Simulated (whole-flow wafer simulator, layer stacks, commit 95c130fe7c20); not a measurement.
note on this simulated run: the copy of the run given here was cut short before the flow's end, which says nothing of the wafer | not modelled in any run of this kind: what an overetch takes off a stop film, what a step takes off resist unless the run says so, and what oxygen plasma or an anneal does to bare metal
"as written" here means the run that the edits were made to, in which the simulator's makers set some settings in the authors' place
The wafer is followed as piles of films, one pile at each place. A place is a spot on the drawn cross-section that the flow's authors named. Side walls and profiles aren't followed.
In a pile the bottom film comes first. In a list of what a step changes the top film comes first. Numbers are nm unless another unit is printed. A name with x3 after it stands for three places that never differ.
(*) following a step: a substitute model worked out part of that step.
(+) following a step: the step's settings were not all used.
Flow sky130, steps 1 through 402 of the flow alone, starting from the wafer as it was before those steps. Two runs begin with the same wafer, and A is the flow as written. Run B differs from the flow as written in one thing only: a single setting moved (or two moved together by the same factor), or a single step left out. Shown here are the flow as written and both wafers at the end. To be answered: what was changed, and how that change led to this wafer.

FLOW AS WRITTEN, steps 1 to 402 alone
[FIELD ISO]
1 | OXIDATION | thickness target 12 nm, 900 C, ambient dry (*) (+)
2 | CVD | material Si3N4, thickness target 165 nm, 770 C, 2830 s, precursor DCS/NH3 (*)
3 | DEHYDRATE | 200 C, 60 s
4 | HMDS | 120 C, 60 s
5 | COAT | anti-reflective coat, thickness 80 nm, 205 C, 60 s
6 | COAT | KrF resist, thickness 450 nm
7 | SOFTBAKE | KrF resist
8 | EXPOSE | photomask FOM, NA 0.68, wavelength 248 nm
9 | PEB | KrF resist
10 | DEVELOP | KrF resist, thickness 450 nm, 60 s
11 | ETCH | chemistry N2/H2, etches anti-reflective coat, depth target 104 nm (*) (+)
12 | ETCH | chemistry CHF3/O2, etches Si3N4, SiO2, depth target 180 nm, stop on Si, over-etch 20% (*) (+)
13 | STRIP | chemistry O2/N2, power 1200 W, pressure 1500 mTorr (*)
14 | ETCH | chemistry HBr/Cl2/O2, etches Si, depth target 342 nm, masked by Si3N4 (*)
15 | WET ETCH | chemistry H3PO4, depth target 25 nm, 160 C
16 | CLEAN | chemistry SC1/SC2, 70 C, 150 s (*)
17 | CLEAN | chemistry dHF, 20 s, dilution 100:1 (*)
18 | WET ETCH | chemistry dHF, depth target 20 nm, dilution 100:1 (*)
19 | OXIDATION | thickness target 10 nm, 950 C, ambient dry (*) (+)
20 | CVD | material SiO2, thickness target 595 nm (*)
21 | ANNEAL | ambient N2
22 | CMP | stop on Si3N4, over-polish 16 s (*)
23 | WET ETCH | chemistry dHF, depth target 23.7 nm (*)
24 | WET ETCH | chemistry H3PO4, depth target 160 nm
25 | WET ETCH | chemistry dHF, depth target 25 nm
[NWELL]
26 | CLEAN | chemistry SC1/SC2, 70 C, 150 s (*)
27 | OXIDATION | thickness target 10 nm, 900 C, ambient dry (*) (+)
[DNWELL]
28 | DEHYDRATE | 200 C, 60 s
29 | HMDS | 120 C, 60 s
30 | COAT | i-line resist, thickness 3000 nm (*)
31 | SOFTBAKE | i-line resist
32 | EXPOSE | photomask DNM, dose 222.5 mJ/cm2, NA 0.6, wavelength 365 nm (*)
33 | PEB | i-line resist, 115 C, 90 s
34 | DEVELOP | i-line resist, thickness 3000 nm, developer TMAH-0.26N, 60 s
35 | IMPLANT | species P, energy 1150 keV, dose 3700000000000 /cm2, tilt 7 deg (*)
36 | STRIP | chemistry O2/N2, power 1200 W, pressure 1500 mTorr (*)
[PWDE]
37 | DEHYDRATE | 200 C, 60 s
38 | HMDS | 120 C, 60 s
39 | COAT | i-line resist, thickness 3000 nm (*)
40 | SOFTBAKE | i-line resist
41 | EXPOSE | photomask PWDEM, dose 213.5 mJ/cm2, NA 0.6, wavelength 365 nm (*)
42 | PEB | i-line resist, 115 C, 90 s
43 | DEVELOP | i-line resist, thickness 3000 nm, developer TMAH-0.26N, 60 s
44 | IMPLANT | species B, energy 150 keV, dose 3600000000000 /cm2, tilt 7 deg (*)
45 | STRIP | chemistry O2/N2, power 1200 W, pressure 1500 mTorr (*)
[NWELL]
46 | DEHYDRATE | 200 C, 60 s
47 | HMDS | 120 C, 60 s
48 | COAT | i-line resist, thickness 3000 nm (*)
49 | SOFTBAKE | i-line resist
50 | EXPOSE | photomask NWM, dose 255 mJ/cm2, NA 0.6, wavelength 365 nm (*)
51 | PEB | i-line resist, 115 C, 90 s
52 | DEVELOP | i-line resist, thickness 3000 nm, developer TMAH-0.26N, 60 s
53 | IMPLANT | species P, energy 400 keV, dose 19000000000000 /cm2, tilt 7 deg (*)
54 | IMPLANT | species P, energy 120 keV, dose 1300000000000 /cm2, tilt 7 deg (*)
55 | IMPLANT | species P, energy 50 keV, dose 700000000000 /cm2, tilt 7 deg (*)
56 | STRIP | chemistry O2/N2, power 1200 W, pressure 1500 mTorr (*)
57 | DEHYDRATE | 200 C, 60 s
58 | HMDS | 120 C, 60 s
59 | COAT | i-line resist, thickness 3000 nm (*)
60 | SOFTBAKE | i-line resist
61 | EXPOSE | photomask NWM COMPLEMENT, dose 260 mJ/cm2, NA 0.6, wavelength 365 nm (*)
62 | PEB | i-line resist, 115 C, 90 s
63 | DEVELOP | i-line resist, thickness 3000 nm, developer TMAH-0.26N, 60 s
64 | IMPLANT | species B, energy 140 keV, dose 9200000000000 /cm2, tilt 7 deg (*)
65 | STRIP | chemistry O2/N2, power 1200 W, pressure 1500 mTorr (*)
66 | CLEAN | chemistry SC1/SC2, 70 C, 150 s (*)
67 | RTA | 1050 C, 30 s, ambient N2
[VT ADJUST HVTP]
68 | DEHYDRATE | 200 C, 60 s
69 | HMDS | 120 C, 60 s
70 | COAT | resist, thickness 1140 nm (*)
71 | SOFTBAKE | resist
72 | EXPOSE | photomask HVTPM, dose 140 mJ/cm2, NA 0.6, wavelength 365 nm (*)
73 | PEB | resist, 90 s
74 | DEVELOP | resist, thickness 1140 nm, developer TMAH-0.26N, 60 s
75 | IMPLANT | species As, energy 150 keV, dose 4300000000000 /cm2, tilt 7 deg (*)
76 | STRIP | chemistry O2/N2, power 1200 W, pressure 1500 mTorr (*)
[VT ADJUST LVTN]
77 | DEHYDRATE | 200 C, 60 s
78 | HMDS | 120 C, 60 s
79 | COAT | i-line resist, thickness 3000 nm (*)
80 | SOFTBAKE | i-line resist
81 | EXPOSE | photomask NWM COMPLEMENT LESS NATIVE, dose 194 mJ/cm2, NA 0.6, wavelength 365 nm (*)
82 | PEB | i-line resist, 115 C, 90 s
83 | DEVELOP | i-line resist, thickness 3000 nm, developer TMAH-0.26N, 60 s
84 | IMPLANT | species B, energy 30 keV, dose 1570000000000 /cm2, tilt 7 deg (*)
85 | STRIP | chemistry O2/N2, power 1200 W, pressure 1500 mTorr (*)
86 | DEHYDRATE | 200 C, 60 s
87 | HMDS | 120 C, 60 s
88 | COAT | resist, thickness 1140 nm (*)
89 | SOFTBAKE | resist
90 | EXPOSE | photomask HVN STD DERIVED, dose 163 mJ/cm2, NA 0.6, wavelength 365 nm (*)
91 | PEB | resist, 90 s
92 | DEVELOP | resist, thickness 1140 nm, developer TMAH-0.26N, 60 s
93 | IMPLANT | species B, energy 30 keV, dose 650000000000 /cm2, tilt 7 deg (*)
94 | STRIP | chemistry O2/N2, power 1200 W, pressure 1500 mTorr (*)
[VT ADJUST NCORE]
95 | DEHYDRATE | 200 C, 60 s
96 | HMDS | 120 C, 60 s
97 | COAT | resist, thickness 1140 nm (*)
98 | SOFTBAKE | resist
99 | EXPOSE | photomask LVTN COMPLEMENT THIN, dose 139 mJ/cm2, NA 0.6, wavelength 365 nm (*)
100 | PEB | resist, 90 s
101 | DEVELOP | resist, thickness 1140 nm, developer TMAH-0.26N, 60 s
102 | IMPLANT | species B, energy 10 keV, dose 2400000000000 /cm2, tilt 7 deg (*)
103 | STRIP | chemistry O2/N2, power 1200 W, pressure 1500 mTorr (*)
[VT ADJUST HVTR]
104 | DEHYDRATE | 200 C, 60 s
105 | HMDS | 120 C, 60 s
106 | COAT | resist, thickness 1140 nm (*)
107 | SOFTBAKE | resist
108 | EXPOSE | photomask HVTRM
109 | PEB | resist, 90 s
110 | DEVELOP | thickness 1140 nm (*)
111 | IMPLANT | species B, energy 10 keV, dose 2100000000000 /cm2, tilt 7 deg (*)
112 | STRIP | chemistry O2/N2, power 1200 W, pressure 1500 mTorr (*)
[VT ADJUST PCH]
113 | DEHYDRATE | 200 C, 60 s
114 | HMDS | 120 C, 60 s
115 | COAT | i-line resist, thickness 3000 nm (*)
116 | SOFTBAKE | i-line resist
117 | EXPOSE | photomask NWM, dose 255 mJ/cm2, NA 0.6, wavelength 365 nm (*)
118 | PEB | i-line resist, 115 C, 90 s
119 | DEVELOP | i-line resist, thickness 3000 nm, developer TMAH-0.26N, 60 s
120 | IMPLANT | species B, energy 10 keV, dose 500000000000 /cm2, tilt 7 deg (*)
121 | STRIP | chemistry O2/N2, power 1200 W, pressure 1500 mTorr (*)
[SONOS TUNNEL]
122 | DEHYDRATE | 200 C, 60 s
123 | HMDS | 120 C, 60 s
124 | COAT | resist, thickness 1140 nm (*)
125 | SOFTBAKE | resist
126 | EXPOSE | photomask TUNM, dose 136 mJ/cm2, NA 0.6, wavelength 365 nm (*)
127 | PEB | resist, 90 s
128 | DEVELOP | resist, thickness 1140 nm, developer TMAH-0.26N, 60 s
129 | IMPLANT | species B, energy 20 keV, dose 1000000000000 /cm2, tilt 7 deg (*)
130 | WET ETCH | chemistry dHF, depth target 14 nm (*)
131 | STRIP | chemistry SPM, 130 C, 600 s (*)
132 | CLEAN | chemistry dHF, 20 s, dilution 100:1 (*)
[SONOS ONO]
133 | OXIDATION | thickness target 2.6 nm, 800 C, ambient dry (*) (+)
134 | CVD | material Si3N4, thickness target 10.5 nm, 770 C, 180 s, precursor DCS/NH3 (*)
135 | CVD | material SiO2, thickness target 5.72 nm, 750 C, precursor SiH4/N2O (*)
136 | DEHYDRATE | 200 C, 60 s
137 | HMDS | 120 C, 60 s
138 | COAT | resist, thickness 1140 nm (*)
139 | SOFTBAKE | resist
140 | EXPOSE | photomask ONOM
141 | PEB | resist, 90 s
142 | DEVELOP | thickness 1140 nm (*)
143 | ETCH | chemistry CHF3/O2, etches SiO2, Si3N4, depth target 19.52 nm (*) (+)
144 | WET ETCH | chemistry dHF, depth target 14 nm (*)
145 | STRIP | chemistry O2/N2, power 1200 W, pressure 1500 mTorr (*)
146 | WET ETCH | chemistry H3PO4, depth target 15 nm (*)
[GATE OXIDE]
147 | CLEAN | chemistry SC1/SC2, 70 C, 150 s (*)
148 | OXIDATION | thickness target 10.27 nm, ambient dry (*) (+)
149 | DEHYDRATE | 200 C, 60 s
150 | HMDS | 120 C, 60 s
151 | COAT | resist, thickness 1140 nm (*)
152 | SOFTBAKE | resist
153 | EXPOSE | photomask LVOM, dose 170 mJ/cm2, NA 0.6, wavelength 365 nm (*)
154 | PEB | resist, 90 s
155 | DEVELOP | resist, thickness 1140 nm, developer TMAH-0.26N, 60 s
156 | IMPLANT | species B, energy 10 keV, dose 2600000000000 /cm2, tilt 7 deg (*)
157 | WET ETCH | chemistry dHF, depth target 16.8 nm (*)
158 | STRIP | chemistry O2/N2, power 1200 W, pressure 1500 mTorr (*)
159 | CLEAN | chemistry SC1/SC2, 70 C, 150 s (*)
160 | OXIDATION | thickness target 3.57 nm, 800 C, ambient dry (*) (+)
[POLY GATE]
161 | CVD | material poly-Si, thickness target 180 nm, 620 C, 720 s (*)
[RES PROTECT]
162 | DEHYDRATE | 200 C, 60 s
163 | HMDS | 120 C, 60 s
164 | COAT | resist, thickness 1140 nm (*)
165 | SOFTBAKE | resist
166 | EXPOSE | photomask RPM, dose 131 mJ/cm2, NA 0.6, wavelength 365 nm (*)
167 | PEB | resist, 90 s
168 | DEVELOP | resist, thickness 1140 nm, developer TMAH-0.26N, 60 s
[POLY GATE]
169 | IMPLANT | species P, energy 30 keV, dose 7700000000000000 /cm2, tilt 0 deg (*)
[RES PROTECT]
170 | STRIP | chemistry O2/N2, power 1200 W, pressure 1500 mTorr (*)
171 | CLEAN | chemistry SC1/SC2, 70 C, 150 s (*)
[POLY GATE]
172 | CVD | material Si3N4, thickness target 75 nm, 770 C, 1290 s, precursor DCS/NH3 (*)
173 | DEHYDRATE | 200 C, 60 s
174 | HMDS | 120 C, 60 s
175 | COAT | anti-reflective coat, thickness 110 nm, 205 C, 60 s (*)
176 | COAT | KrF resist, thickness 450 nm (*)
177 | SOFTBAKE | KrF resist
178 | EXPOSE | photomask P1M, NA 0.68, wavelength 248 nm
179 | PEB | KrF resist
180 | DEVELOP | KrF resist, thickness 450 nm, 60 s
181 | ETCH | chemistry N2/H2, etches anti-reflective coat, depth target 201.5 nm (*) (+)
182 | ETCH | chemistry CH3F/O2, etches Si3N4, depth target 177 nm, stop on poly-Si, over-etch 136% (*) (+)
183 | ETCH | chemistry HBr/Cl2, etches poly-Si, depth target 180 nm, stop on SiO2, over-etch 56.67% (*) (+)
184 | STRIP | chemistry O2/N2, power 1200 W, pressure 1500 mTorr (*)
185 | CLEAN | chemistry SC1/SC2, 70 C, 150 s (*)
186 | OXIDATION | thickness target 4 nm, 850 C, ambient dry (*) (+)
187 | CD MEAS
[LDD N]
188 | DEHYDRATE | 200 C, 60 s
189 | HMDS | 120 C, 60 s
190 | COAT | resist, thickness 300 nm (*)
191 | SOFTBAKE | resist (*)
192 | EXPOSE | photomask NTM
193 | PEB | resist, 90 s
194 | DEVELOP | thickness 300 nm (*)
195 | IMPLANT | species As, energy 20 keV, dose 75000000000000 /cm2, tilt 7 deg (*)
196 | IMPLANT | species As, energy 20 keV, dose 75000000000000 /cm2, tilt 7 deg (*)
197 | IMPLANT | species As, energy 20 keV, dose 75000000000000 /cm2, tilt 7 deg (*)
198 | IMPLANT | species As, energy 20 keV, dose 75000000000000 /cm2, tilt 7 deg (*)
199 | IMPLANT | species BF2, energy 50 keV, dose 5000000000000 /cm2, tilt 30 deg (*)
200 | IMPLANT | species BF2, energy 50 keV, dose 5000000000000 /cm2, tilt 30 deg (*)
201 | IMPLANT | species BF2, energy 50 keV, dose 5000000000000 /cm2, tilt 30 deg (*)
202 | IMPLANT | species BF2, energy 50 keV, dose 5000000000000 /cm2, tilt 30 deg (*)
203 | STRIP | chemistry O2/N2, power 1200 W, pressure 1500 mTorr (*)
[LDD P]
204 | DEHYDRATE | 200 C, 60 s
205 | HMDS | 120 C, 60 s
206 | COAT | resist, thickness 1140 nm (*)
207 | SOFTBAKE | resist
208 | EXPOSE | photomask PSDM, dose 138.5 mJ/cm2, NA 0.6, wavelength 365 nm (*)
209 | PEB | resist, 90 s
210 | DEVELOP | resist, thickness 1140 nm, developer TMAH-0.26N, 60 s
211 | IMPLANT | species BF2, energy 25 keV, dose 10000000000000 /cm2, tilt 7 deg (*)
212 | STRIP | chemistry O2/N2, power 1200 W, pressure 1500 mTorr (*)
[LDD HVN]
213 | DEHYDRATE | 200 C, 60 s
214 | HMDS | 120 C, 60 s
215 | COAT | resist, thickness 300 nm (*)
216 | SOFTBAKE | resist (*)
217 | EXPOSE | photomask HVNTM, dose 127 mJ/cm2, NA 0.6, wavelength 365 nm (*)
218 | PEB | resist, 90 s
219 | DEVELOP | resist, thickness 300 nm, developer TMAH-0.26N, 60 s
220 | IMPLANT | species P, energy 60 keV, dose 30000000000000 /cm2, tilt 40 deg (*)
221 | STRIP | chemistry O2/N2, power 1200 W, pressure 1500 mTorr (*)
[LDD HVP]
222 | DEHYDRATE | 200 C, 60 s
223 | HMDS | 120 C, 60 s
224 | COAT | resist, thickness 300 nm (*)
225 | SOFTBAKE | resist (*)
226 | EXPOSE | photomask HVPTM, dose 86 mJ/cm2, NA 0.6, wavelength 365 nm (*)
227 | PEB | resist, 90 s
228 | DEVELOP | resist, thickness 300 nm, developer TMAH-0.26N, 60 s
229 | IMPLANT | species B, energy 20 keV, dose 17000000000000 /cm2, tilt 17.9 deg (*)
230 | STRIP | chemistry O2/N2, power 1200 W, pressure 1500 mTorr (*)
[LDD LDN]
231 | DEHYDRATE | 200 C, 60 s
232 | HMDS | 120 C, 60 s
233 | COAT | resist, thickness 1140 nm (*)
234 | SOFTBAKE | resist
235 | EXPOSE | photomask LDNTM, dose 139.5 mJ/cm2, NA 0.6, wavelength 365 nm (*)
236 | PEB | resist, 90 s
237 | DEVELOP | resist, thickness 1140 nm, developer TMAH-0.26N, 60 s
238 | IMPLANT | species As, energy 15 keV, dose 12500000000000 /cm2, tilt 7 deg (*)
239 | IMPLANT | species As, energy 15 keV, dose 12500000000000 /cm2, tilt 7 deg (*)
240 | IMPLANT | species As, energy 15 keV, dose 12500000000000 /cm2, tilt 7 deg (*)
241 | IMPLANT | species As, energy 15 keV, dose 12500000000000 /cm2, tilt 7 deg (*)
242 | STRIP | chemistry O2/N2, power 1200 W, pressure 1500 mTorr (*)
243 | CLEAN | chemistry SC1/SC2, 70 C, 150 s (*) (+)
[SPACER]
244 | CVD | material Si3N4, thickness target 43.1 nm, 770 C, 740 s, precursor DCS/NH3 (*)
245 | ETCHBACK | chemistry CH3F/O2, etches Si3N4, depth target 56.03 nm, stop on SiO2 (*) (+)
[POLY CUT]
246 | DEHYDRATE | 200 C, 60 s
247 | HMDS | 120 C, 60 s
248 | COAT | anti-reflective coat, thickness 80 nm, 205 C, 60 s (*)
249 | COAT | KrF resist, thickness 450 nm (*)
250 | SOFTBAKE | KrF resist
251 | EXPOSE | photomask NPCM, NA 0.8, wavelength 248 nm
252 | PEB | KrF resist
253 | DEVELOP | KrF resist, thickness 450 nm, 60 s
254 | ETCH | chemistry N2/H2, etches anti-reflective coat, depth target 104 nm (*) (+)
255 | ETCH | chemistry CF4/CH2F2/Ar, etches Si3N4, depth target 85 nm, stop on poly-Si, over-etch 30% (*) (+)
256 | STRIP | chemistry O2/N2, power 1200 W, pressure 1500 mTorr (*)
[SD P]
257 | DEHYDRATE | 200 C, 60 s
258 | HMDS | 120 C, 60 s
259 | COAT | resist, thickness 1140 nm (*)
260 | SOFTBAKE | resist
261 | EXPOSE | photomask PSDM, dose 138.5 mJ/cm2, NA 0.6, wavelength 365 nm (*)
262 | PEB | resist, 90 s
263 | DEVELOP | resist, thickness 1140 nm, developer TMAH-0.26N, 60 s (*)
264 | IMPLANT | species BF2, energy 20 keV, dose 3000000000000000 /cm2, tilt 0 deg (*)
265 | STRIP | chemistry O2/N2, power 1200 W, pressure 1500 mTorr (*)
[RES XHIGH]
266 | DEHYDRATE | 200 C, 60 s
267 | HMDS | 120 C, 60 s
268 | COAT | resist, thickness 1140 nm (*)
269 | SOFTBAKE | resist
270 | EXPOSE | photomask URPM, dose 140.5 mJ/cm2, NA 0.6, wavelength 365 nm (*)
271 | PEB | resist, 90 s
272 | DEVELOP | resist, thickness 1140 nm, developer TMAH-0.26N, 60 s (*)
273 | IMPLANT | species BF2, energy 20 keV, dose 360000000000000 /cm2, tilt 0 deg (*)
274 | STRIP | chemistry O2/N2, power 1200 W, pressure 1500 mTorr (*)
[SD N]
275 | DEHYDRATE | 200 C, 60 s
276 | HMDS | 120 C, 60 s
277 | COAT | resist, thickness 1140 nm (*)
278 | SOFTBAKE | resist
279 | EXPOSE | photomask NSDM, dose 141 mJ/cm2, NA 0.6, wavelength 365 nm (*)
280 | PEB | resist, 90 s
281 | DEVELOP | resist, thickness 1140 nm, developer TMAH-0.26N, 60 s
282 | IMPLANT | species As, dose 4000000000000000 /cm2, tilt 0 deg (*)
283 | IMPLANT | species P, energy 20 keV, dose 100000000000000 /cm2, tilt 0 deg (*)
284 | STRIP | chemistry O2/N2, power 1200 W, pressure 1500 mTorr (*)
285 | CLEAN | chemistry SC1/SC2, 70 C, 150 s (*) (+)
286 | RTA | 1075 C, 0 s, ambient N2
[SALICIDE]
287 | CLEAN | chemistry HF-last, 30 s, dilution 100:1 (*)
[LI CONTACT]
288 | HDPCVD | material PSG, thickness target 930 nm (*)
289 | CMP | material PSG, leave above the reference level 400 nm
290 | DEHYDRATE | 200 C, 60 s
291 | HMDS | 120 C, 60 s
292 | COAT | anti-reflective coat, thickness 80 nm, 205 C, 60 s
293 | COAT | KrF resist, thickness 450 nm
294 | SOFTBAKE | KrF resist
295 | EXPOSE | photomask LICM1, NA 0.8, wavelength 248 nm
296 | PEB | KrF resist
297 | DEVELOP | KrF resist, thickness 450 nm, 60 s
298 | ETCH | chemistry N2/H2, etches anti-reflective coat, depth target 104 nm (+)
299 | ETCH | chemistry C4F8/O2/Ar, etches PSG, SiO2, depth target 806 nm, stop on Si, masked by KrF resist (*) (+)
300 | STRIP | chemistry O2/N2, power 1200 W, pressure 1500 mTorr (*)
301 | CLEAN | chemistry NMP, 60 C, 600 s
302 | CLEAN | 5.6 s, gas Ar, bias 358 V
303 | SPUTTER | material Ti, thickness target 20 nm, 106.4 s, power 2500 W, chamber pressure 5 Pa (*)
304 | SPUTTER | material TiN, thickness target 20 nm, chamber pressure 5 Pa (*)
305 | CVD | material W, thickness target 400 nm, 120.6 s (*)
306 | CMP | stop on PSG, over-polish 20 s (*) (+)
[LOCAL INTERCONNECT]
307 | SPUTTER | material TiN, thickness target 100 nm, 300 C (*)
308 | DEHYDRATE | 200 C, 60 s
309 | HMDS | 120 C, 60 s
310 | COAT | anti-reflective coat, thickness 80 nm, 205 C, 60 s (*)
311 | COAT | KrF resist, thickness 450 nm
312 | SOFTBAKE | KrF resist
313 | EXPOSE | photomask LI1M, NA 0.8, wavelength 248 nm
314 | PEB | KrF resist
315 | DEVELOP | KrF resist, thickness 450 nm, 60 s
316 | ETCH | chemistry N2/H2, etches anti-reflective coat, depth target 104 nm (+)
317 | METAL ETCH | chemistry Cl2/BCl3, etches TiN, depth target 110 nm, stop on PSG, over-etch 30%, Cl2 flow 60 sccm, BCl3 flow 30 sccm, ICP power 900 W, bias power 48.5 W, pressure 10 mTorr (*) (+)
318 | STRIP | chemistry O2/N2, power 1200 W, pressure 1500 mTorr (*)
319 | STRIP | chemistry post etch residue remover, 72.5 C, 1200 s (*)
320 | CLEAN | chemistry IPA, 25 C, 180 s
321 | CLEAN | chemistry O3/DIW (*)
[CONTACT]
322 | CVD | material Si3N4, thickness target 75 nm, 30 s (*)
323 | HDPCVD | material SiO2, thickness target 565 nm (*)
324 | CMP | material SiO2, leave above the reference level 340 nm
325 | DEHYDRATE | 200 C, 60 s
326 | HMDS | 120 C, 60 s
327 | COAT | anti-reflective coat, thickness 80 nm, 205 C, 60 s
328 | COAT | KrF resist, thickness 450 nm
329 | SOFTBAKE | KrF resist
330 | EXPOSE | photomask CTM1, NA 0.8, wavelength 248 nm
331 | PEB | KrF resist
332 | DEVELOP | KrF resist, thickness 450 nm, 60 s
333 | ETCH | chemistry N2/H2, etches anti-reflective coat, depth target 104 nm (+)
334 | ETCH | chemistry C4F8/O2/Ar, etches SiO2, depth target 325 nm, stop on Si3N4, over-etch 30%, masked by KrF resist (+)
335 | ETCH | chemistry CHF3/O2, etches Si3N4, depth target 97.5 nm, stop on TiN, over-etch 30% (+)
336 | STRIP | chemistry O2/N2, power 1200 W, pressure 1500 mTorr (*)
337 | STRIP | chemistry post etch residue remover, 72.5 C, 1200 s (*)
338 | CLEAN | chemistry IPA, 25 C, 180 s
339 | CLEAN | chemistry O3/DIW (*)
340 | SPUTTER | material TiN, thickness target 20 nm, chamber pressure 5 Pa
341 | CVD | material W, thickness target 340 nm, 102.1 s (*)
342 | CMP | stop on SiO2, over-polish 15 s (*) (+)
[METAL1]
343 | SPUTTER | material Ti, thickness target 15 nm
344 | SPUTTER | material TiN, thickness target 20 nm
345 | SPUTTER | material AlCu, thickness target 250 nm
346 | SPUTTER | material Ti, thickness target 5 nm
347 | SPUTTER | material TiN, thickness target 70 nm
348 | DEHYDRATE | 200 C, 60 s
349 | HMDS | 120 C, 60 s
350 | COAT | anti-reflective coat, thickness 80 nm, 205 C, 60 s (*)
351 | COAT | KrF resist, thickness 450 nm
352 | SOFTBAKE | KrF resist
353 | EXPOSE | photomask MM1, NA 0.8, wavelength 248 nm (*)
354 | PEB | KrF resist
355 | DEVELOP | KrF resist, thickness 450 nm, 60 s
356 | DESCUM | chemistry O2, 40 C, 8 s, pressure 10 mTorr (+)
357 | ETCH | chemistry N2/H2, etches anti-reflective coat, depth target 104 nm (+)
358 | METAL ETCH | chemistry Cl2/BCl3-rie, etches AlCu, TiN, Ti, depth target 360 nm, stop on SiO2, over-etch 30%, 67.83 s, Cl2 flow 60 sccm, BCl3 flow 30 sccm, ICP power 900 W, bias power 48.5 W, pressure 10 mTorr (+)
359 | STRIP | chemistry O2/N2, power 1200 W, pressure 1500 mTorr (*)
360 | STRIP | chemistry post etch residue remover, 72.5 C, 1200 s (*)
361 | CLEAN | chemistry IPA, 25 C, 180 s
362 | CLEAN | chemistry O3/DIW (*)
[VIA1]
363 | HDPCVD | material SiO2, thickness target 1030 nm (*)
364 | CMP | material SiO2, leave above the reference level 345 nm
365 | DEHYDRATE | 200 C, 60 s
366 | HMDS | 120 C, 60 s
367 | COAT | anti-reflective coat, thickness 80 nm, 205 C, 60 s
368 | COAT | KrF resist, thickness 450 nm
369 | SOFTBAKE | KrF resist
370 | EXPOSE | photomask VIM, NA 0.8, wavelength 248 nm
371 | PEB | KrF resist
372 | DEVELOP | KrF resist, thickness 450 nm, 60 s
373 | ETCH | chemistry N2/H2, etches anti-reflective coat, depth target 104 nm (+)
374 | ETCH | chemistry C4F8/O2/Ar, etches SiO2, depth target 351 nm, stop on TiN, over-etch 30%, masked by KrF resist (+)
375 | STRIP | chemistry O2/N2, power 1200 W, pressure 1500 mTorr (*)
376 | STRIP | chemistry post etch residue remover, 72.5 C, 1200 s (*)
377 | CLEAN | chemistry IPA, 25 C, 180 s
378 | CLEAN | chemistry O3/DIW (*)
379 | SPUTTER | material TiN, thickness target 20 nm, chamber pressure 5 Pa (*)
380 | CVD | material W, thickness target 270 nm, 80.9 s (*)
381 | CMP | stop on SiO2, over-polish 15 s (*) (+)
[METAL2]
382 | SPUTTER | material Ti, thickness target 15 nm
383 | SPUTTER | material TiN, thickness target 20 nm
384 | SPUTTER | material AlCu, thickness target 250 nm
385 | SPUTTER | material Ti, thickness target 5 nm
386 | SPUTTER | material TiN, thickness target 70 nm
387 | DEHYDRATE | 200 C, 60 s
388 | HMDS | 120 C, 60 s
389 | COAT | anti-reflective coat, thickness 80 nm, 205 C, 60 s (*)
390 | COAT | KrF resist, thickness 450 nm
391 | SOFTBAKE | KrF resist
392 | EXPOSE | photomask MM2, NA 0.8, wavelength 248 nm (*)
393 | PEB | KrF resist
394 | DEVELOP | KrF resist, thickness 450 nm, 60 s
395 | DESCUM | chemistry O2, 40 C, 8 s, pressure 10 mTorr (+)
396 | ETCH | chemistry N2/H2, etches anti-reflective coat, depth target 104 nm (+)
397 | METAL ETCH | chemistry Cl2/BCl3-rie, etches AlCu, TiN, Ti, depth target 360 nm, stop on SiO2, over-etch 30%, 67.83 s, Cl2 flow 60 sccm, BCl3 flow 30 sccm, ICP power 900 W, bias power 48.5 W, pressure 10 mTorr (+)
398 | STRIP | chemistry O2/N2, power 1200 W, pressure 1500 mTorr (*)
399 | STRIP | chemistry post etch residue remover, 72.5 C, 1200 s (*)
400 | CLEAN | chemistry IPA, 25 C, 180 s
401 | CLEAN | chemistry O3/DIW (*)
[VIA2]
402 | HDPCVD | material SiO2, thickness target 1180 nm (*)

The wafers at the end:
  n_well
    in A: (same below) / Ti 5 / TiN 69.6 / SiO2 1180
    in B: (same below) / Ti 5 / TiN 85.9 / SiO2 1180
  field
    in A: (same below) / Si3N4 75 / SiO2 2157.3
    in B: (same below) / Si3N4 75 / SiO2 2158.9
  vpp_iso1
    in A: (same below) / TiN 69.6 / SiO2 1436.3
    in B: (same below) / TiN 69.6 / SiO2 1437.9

What caused this: step 386, SPUTTER: thickness target 86.3 nm was run, whereas the flow has thickness target 70 nm.

Step by step, how the change led to this:
  386 | SPUTTER | material TiN, thickness target 70 nm
      field, active, n_well and 188 more: A +70 TiN (new film) | B +86.3 TiN (new film)
  397 | METAL ETCH | chemistry Cl2/BCl3-rie, etches AlCu, TiN, Ti, depth target 360 nm, stop on SiO2, over-etch 30%, 67.83 s, Cl2 flow 60 sccm, BCl3 flow 30 sccm, ICP power 900 W, bias power 48.5 W, pressure 10 mTorr (+)
      field, active, gate and 82 more: A -68.7 TiN (all of it), -5 Ti (all of it), -250 AlCu (all of it), -20 TiN (all of it), -15 Ti (all of it), -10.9 SiO2 | B -85 TiN (all of it), -5 Ti (all of it), -250 AlCu (all of it), -20 TiN (all of it), -15 Ti (all of it), -9.3 SiO2
